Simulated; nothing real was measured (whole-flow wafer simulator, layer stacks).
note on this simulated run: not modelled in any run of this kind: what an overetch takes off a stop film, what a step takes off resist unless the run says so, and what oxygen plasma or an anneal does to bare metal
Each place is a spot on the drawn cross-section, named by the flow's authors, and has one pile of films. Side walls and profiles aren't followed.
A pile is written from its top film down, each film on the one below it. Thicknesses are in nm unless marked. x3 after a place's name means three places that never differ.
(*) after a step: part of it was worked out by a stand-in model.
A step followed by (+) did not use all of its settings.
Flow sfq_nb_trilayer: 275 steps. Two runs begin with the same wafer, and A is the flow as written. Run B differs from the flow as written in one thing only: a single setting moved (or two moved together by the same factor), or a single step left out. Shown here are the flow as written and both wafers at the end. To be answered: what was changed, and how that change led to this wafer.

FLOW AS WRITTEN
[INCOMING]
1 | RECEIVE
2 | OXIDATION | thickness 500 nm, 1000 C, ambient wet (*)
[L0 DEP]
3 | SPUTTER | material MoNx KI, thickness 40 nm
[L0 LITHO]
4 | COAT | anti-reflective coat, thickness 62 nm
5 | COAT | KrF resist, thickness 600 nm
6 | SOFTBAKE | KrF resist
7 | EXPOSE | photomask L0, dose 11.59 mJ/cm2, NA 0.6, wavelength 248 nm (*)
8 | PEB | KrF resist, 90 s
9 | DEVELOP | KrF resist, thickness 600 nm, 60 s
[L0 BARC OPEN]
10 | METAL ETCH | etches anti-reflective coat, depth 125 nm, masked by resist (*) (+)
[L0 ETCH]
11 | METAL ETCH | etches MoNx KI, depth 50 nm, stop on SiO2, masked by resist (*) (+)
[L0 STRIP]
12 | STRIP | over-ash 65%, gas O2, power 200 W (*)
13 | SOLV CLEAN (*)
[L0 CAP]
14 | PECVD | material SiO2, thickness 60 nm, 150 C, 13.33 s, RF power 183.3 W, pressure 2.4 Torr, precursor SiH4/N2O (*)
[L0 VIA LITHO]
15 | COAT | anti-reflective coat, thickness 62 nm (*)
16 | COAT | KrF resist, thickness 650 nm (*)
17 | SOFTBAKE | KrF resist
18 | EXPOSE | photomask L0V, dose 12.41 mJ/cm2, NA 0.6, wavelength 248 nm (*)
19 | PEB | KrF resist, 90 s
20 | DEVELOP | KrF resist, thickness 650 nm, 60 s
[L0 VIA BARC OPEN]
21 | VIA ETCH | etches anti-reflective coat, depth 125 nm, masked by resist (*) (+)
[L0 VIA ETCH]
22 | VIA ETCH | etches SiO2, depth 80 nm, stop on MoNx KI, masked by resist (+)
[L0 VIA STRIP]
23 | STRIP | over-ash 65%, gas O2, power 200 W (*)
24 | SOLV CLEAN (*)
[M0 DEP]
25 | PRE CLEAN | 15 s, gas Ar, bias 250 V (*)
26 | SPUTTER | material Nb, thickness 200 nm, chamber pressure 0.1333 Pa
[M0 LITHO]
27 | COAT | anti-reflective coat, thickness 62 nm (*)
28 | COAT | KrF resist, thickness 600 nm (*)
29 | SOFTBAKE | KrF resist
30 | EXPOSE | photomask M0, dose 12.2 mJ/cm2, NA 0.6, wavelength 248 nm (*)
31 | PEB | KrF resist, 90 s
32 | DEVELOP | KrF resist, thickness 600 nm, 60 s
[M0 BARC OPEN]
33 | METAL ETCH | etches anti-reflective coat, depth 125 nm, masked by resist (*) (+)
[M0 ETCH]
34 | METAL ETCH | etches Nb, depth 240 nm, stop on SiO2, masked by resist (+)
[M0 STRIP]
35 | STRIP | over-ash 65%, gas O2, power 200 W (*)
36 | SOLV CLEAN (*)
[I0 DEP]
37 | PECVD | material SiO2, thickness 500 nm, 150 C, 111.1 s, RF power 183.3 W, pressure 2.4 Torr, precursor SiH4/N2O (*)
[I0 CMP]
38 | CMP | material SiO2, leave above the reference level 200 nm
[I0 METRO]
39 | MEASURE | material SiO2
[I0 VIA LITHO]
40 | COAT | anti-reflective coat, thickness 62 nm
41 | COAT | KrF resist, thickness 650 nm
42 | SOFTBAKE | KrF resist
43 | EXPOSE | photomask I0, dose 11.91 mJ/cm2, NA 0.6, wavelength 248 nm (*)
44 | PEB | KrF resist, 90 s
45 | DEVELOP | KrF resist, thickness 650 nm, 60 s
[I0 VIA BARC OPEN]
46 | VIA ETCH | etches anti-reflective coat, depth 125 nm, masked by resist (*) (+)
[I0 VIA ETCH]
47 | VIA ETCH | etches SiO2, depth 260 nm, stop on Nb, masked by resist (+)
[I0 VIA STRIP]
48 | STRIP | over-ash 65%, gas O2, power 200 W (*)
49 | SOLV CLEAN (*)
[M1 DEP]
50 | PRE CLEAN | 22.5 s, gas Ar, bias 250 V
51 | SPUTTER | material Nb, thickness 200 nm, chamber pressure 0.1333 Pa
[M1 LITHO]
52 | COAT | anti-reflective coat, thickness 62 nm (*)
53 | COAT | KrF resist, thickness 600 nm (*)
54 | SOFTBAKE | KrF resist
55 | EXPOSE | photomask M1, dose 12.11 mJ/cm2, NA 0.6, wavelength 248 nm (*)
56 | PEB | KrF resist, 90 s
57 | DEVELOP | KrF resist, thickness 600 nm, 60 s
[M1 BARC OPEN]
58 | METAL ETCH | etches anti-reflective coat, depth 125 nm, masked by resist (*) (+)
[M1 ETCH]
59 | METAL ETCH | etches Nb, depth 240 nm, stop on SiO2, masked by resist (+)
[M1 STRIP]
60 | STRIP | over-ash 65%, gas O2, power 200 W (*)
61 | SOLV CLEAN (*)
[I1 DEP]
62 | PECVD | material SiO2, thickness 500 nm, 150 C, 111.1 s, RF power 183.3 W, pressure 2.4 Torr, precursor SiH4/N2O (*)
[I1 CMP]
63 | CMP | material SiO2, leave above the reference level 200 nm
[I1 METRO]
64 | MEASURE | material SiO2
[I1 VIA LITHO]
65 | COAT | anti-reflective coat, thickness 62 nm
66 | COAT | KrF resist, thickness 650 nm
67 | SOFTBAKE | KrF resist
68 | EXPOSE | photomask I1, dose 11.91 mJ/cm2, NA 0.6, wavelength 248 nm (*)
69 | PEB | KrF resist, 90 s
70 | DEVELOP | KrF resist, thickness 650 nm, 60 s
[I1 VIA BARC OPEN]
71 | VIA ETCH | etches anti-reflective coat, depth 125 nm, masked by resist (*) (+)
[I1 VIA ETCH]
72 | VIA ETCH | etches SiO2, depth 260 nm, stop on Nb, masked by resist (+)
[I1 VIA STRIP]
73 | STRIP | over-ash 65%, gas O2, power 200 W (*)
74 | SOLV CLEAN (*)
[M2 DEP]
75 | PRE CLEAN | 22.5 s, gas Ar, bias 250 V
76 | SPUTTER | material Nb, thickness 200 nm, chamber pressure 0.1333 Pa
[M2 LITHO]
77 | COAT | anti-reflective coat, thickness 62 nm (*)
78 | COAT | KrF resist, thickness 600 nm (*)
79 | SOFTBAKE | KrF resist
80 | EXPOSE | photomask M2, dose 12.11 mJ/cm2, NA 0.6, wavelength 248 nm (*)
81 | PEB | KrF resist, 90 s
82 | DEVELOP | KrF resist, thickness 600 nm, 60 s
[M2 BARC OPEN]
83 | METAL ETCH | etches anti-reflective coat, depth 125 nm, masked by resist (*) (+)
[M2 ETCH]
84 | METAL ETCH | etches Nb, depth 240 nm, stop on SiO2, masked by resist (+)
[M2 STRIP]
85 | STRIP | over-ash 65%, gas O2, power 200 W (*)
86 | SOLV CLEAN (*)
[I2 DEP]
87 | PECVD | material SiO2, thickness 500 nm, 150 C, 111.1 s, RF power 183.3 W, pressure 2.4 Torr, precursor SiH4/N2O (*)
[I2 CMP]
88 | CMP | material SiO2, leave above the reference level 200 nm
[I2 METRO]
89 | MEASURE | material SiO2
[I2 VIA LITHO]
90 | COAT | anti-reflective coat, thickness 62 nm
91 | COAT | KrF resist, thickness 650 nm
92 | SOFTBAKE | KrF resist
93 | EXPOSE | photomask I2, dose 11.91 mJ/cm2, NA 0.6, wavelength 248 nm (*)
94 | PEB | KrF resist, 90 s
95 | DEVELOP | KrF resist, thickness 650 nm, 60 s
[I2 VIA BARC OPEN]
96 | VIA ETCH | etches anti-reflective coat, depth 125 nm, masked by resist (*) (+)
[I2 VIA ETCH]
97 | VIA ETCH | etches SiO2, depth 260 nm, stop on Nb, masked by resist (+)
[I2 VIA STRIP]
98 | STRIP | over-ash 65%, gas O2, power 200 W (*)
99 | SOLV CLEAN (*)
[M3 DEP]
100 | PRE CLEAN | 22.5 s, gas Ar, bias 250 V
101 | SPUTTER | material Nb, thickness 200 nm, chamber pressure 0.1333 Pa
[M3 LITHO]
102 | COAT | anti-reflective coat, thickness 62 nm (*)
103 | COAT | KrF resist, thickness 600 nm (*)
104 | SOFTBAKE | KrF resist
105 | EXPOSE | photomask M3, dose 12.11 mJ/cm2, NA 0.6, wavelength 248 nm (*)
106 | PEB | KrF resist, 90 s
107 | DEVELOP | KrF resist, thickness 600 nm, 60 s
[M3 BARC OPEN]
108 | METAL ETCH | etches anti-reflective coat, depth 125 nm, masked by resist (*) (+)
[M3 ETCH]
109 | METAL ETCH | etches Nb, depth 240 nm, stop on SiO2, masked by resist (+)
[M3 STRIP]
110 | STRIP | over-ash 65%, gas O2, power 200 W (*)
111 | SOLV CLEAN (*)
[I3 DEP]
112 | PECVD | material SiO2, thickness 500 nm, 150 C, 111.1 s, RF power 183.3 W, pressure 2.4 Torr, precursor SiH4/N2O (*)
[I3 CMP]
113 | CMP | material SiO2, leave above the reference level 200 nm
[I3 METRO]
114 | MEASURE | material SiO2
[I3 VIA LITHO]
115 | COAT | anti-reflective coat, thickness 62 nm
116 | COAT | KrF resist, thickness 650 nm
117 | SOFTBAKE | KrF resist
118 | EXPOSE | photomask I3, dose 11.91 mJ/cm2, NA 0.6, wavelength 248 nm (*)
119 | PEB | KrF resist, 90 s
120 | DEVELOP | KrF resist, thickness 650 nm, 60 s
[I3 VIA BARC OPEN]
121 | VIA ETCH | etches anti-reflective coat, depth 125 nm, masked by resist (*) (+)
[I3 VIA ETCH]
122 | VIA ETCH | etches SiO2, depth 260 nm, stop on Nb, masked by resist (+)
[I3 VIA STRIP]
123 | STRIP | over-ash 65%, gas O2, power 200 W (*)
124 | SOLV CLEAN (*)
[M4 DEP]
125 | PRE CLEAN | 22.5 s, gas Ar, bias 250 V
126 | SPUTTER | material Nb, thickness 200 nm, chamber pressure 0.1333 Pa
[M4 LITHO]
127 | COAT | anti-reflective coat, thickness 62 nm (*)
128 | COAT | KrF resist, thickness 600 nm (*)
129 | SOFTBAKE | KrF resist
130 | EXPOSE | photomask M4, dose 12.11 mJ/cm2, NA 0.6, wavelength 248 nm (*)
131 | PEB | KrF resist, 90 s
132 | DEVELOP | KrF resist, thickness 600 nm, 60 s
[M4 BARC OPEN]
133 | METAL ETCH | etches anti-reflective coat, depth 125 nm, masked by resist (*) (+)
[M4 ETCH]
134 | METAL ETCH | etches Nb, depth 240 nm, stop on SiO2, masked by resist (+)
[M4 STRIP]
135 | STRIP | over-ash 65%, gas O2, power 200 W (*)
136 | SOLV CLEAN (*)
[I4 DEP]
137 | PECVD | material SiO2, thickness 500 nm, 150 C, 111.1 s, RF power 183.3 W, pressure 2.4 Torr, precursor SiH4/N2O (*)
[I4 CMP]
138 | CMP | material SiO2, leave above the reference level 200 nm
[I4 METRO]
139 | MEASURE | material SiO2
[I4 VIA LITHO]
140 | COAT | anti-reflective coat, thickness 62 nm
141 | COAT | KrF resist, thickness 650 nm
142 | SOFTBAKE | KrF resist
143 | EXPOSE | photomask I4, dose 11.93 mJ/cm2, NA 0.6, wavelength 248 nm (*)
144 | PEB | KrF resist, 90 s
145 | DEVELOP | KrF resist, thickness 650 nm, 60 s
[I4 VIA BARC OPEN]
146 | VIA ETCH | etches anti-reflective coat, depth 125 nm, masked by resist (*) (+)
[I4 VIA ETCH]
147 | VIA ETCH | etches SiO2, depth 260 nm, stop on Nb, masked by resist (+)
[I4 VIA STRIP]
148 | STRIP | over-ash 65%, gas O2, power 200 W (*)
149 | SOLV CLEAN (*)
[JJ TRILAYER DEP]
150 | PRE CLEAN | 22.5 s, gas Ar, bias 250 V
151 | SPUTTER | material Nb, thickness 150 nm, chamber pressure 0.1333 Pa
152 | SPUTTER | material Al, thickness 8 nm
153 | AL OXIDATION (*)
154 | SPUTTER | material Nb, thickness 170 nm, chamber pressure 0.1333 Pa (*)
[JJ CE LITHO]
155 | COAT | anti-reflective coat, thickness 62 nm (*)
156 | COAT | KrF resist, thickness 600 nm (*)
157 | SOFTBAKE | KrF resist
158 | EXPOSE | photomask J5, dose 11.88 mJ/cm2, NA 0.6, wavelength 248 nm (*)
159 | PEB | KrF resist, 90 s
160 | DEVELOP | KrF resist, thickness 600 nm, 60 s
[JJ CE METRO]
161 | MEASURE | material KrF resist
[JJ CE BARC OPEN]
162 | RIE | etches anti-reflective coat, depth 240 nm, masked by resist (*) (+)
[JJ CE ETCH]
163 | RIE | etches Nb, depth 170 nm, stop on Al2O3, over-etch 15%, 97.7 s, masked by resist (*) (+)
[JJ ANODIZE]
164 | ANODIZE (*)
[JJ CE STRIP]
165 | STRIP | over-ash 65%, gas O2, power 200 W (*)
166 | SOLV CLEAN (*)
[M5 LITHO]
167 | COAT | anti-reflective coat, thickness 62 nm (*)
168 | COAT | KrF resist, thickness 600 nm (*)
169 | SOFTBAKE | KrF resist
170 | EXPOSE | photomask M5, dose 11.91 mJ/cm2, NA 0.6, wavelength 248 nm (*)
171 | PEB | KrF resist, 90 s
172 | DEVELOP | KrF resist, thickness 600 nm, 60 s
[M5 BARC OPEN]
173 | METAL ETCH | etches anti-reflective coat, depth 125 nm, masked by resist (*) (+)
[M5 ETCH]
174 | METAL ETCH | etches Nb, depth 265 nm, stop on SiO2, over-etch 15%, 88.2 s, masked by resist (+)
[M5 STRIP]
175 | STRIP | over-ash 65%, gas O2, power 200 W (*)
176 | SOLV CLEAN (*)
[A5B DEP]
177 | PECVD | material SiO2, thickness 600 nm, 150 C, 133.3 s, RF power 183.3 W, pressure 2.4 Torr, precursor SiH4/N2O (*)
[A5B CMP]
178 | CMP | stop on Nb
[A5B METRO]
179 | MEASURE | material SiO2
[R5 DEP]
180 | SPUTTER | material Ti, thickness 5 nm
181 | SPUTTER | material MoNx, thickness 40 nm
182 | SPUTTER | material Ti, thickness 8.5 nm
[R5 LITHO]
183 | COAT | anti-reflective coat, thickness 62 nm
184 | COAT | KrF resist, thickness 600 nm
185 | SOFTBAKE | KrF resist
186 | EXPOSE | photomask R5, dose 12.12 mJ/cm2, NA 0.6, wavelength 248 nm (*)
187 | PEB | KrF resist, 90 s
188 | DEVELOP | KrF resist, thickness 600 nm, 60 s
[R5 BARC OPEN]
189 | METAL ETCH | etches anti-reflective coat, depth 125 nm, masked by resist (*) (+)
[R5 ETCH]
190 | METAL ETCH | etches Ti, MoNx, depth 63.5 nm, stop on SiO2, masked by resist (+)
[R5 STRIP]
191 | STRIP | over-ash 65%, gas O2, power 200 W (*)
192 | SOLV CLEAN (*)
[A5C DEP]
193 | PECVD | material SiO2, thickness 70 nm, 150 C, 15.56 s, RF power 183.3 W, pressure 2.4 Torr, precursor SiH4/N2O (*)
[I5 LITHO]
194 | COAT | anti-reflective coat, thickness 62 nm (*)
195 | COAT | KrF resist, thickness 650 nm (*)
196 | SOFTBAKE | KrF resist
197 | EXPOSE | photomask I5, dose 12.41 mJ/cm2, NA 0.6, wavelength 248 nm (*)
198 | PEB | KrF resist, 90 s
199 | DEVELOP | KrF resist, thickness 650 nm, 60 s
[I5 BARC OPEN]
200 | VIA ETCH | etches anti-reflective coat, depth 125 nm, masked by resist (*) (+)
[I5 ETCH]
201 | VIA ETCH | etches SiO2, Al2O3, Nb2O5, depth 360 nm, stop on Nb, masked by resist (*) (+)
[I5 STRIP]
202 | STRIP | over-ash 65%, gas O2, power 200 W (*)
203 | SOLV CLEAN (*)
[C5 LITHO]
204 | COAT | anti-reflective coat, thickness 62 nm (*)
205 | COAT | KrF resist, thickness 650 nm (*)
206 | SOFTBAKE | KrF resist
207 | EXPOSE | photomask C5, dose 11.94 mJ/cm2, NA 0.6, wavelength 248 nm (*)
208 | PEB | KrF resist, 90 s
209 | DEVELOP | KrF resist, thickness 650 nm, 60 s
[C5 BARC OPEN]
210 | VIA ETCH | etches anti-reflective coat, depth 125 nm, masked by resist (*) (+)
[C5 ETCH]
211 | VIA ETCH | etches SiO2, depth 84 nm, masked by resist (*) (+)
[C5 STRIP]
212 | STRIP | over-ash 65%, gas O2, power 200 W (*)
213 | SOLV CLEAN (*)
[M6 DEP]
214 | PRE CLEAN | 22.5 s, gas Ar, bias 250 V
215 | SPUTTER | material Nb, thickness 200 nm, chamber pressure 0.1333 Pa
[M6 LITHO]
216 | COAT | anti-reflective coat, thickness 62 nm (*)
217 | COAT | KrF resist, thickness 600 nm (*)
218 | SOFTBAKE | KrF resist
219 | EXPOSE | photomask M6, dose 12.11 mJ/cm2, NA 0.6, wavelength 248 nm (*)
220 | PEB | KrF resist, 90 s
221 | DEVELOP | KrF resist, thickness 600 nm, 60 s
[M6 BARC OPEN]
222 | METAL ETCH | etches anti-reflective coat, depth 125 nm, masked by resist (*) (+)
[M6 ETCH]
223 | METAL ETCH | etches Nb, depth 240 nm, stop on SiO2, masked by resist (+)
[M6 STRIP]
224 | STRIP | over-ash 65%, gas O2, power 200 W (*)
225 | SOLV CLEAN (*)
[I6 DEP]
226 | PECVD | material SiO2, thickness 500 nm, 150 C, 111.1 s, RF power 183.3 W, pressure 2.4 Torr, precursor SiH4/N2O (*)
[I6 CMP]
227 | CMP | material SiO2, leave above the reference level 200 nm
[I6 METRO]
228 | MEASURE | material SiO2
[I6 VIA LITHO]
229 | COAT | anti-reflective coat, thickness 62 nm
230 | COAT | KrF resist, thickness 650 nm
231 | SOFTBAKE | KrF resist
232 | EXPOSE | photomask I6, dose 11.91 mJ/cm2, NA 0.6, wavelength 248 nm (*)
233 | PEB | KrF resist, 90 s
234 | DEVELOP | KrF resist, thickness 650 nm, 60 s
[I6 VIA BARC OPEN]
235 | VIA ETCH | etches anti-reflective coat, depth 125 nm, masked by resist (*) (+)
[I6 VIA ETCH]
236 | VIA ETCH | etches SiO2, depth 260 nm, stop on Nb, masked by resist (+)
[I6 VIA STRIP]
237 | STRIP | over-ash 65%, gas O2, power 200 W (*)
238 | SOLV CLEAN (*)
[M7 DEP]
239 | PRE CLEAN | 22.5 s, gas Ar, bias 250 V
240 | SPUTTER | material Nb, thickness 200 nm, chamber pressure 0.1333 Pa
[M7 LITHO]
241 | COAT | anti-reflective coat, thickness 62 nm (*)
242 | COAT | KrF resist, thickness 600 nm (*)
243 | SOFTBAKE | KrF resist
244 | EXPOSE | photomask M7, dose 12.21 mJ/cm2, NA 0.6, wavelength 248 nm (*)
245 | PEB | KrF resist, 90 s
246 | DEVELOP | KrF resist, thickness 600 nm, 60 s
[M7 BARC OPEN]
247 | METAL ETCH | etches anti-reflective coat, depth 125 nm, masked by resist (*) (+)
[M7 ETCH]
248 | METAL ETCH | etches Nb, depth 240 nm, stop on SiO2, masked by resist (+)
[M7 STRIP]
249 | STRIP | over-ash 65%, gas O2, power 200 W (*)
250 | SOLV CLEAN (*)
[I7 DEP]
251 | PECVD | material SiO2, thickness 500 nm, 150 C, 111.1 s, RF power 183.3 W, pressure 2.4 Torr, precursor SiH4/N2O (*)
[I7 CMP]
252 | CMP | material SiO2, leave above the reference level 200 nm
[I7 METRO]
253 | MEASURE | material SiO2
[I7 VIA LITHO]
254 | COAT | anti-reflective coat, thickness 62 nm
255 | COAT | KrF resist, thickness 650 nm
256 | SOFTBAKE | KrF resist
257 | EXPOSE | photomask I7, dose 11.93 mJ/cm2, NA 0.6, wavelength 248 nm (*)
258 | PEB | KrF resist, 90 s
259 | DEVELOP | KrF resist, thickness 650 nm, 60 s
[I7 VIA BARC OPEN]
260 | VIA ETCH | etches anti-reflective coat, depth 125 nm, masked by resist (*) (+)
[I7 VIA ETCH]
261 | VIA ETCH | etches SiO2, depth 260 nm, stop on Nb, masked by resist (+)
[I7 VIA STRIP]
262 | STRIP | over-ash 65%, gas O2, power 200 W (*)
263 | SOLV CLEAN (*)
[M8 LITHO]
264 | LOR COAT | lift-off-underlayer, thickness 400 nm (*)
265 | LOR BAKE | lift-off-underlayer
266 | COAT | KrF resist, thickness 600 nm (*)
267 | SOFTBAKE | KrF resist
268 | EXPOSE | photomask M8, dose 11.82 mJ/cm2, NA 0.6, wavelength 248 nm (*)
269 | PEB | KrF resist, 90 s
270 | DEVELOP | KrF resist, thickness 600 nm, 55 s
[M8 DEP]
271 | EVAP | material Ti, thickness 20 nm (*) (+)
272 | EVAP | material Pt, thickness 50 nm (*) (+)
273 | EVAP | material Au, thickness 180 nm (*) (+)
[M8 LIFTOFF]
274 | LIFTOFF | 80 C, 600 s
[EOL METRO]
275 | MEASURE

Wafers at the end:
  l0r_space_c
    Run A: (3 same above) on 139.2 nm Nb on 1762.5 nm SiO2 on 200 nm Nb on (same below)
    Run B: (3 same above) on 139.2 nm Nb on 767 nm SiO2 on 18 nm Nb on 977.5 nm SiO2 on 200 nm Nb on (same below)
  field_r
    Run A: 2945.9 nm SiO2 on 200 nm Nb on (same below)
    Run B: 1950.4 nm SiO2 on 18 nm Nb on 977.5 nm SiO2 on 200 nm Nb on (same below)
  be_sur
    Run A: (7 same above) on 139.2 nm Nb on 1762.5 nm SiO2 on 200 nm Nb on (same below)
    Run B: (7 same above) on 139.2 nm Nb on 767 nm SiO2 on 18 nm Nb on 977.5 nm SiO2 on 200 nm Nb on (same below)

What caused this: step 109, METAL ETCH: depth 182 nm was run, though the flow has depth 240 nm.

The path from the change to this, step by step:
  109 | METAL ETCH | etches Nb, depth 240 nm, stop on SiO2, masked by resist (+)
      field_l, be, be_sur and 72 more: A Nb loses 200 (all of it) | B Nb loses 182
      v_sur, via_wl, via_w and 28 more: A KrF resist loses 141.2 | B KrF resist loses 107.1
  110 | STRIP | over-ash 65%, gas O2, power 200 W (*)
      p4_w1 x9, wl_j_sl, wl_jj and 13 more: A KrF resist loses 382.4 (all of it), anti-reflective coat loses 62 (all of it) | B KrF resist loses 416.5 (all of it), anti-reflective coat loses 62 (all of it)
      via_wl, via_wr: A KrF resist loses 384.2 (all of it), anti-reflective coat loses 34.2 (all of it) | B KrF resist loses 418.3 (all of it), anti-reflective coat loses 34.2 (all of it)
      (and at 5 other places as well)
  112 | PECVD | material SiO2, thickness 500 nm, 150 C, 111.1 s, RF power 183.3 W, pressure 2.4 Torr, precursor SiH4/N2O (*)
      field_l, be, be_sur and 64 more: A SiO2 gains 500 | B SiO2 gains 500 (new film)
      p4_g1 x2, p3_s0 x6: A SiO2 gains 557.1 | B SiO2 gains 539.1 (new film)
  113 | CMP | material SiO2, leave above the reference level 200 nm
      field_l, be, be_sur and 64 more: A SiO2 loses 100 | B SiO2 loses 118
If metal films that touch count as one body, l0r_space_c has 3 bodies (between them, from the top down: SiO2 767; SiO2 977.5); the flow as written gives 2 bodies (between them, from the top down: SiO2 1762.5).
If metal films that touch count as one body, field_r has 2 bodies (between them, from the top down: SiO2 977.5); the flow as written gives 1 body.
If metal films that touch count as one body, be_sur has 5 bodies (between them, from the top down: SiO2 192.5; SiO2 209 / Al2O3 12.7 / Nb2O5 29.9; SiO2 767; SiO2 977.5); the flow as written gives 4 bodies (between them, from the top down: SiO2 192.5; SiO2 209 / Al2O3 12.7 / Nb2O5 29.9; SiO2 1762.5).
